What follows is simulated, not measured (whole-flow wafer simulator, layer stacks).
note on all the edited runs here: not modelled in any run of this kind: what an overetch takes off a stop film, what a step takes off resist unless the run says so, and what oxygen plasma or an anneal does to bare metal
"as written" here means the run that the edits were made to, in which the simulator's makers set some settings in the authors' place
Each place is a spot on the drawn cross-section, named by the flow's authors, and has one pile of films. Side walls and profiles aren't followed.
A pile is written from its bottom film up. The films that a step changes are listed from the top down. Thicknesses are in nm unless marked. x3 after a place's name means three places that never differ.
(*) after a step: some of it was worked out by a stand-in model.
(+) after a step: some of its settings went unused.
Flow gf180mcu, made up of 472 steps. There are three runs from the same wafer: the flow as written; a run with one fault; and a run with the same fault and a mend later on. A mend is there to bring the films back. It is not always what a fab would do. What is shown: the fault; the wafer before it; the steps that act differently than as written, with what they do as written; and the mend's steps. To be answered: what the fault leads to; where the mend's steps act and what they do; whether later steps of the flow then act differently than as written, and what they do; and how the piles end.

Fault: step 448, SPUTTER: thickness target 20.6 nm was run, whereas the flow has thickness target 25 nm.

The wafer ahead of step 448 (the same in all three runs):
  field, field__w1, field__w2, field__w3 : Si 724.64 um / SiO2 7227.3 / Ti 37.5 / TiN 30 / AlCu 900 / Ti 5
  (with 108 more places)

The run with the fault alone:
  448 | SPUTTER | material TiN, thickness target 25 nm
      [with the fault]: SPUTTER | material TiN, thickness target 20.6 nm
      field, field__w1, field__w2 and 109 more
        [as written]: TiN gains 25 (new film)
        [with the fault]: TiN gains 20.6 (new film)
  Steps further on in the flow that do not act as written (5 more steps, not shown, differ only slightly: by at most 2% or 0.5 nm, whichever is larger):
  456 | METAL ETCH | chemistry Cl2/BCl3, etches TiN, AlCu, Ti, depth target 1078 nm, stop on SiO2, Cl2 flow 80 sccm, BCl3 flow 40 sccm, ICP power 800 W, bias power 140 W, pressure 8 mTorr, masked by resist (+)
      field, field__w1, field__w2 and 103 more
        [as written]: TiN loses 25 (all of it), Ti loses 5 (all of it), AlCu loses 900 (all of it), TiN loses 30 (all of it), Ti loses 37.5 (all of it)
        [with the fault]: TiN loses 20.6 (all of it), Ti loses 5 (all of it), AlCu loses 900 (all of it), TiN loses 30 (all of it), Ti loses 37.5 (all of it)
  At field__w8, contact, m1, m1__w1, pad, m1_nw, the piles at the end differ from the flow's by more than 2% or 0.5 nm, whichever is larger.
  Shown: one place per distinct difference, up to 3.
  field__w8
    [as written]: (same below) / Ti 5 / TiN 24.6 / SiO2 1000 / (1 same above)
    [with the fault]: (same below) / Ti 5 / TiN 20.2 / SiO2 1000 / (1 same above)
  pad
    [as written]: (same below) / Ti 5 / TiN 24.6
    [with the fault]: (same below) / Ti 5 / TiN 20.2

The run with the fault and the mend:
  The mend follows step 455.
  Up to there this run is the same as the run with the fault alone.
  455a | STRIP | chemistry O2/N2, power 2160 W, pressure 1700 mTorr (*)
      field__w8, contact, m1, m1__w1, pad, m1_nw
        resist loses 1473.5 (all of it)
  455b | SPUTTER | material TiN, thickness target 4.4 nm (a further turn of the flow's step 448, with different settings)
      field, field__w1, field__w2 and 109 more
        TiN gains 4.4
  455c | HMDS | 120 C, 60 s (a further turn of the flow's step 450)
      does not change any film at any place that is followed
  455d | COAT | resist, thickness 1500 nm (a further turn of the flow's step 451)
      field, field__w1, field__w2 and 109 more
        resist gains 1500 (new film)
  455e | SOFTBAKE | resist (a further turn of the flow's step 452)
      does not change any film at any place that is followed
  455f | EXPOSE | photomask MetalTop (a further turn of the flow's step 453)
      does not change any film at any place that is followed
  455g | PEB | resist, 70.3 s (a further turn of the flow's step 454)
      field, field__w1, field__w2 and 109 more
        resist loses 26.5
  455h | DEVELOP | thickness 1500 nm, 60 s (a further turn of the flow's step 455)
      field, field__w1, field__w2 and 103 more
        resist loses 1473.5 (all of it)
  Every later step of the flow that is run acts as written at every place that is followed.
  The piles end the same as the flow's at every place that both follow.
